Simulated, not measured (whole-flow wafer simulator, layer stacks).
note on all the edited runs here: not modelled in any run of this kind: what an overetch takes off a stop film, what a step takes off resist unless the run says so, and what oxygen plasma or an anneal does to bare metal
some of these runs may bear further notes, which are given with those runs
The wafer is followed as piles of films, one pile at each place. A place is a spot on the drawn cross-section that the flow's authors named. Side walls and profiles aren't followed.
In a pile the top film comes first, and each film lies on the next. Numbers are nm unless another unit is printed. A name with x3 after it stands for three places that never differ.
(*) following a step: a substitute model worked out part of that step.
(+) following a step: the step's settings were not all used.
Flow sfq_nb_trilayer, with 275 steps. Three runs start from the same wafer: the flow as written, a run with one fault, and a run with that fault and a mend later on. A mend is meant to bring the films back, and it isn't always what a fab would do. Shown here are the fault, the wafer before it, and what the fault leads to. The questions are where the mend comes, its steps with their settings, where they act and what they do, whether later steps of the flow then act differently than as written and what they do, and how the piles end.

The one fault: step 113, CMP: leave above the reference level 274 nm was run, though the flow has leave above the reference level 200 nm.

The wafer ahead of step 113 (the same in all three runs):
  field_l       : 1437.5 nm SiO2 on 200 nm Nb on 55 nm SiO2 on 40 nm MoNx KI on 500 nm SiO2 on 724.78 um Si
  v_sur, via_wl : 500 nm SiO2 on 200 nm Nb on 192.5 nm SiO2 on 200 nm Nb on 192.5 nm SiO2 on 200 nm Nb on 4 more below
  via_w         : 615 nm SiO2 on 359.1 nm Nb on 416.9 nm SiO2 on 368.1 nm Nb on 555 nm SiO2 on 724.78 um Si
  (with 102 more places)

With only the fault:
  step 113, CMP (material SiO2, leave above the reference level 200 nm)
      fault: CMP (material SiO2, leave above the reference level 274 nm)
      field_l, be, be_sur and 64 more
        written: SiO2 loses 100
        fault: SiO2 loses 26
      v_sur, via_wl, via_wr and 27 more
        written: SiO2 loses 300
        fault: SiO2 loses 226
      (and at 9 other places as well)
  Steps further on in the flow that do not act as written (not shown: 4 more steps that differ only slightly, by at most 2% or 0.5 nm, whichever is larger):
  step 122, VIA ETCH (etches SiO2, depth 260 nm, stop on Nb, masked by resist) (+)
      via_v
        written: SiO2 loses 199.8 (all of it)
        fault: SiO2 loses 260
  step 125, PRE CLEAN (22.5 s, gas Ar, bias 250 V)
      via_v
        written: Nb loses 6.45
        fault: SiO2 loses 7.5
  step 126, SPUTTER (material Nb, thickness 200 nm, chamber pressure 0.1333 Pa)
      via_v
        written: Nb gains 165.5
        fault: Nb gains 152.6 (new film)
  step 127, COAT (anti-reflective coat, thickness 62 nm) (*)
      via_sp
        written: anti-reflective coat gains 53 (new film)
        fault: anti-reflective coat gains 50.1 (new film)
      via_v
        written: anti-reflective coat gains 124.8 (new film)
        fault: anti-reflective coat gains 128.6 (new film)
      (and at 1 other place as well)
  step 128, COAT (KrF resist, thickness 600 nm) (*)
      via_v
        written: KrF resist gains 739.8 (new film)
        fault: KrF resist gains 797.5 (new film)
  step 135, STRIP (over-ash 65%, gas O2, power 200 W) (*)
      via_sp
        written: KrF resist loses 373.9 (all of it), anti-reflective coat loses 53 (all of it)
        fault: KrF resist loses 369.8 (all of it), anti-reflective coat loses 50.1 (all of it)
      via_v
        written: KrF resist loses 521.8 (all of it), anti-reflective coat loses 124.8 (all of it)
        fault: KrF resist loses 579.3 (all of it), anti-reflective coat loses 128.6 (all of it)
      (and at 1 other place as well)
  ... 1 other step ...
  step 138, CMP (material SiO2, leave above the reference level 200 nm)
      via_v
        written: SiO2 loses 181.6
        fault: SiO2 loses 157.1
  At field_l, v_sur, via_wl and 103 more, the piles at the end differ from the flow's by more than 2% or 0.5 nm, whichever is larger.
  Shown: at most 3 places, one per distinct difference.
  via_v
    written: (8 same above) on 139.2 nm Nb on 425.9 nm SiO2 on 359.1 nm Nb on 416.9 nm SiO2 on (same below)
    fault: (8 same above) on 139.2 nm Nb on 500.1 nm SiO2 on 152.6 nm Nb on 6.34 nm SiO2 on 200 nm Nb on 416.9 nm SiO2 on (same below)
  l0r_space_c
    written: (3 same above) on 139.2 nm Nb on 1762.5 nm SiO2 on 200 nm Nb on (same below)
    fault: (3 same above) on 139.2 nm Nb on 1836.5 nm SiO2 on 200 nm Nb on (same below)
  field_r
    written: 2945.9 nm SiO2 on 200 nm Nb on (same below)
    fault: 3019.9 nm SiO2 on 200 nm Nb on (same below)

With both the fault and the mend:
  The mend stands after step 114.
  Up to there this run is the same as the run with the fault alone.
  step 114a, CMP (material SiO2, leave above the reference level 200 nm) (a further turn of the flow's step 113)
      field_l, v_sur, via_wl and 103 more
        SiO2 loses 74
  None of the later steps of the flow acts differently than as written at any place that is followed.
  The piles end the same as the flow's at every place that both follow.
